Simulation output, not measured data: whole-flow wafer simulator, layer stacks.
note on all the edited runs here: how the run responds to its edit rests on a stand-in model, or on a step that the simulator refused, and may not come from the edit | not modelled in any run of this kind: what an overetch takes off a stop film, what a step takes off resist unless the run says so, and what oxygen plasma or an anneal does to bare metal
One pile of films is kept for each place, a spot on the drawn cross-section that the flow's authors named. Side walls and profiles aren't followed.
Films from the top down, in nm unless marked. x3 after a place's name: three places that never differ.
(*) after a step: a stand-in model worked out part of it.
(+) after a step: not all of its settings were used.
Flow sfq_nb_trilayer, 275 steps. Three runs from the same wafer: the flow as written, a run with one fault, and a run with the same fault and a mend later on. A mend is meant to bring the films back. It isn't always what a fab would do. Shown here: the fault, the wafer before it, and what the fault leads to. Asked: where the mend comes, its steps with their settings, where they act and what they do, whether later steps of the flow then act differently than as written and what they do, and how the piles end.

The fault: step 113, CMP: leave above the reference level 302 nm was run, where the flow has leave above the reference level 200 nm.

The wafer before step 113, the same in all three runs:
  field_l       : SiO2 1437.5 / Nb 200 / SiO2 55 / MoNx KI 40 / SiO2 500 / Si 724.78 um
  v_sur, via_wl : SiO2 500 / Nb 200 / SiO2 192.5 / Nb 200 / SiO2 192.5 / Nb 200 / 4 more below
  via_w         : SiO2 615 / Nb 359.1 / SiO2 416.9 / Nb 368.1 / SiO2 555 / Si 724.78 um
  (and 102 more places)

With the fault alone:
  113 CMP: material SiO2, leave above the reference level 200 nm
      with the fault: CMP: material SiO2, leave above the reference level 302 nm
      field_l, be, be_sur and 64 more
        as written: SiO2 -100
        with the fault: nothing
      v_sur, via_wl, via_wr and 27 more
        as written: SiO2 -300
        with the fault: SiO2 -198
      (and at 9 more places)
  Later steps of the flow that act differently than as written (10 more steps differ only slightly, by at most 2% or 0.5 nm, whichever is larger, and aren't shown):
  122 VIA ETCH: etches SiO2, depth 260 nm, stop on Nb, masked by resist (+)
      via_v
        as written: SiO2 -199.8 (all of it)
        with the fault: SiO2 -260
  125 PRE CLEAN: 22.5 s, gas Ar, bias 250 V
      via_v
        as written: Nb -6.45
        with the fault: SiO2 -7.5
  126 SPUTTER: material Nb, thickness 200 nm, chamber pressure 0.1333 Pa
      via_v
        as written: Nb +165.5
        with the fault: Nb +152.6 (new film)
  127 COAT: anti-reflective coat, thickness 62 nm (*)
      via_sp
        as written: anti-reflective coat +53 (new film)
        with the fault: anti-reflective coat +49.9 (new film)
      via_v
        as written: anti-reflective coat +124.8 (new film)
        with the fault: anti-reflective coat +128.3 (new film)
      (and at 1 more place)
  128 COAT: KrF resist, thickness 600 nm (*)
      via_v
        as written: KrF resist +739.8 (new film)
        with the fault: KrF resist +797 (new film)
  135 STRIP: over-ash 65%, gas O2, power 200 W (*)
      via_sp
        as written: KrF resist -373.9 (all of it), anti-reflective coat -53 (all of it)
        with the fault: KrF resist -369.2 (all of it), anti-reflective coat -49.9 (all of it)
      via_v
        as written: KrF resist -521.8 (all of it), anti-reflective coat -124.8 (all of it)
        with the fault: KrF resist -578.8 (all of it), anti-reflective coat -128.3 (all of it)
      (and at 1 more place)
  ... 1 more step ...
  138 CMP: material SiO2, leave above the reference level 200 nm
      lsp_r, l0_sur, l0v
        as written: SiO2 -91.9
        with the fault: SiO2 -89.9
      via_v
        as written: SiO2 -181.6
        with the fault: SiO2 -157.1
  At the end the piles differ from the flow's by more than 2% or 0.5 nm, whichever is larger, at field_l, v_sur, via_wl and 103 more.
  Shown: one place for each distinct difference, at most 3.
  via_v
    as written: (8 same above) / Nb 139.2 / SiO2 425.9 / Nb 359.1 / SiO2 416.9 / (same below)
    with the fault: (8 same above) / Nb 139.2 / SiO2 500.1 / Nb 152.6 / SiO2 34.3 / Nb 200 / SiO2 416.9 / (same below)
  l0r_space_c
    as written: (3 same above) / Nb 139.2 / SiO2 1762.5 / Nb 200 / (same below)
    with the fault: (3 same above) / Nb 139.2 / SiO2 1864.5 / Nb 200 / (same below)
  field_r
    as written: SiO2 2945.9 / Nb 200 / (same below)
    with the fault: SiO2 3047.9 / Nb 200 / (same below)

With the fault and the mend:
  The mend comes after step 120.
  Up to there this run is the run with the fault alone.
  120a STRIP: over-ash 65%, gas O2, power 200 W (*)
      ce_l, c5j, ce_r and 16 more
        KrF resist -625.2 (all of it), anti-reflective coat -62 (all of it)
      p4_fr, m0r_line_l, m0r_line_r and 6 more
        KrF resist -625.4 (all of it), anti-reflective coat -62.1 (all of it)
      p3_s1, p3_l2, p3_s2, p3_l3, p3_s3, p3_l4, p3_s4
        KrF resist -625 (all of it), anti-reflective coat -62 (all of it)
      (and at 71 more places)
  120b CMP: material SiO2, leave above the reference level 200 nm (the flow's step 113 once more)
      field_l, be, be_sur and 64 more
        SiO2 -100
      v_sur, via_wl, via_w and 36 more
        SiO2 -102
  120c COAT: anti-reflective coat, thickness 62 nm (the flow's step 115 once more)
      field_l, v_sur, via_wl and 103 more
        anti-reflective coat +62 (new film)
  120d COAT: KrF resist, thickness 650 nm (the flow's step 116 once more)
      field_l, v_sur, via_wl and 103 more
        KrF resist +650 (new film)
  120e SOFTBAKE: KrF resist (the flow's step 117 once more)
      changes no film at any place that is followed
  120f EXPOSE: photomask I3, dose 11.91 mJ/cm2, NA 0.6, wavelength 248 nm (*) (the flow's step 118 once more)
      changes no film at any place that is followed
  120g PEB: KrF resist, 90 s (the flow's step 119 once more)
      field_l, v_sur, via_wl and 103 more
        KrF resist -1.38
  120h DEVELOP: KrF resist, thickness 650 nm, 60 s (the flow's step 120 once more)
      field_l, v_sur, via_wl and 102 more
        KrF resist -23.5
      via_v
        KrF resist -648.6 (all of it)
  No later step of the flow acts differently than as written at any place that is followed.
  At the end the piles are the same as the flow's at every place that both follow.
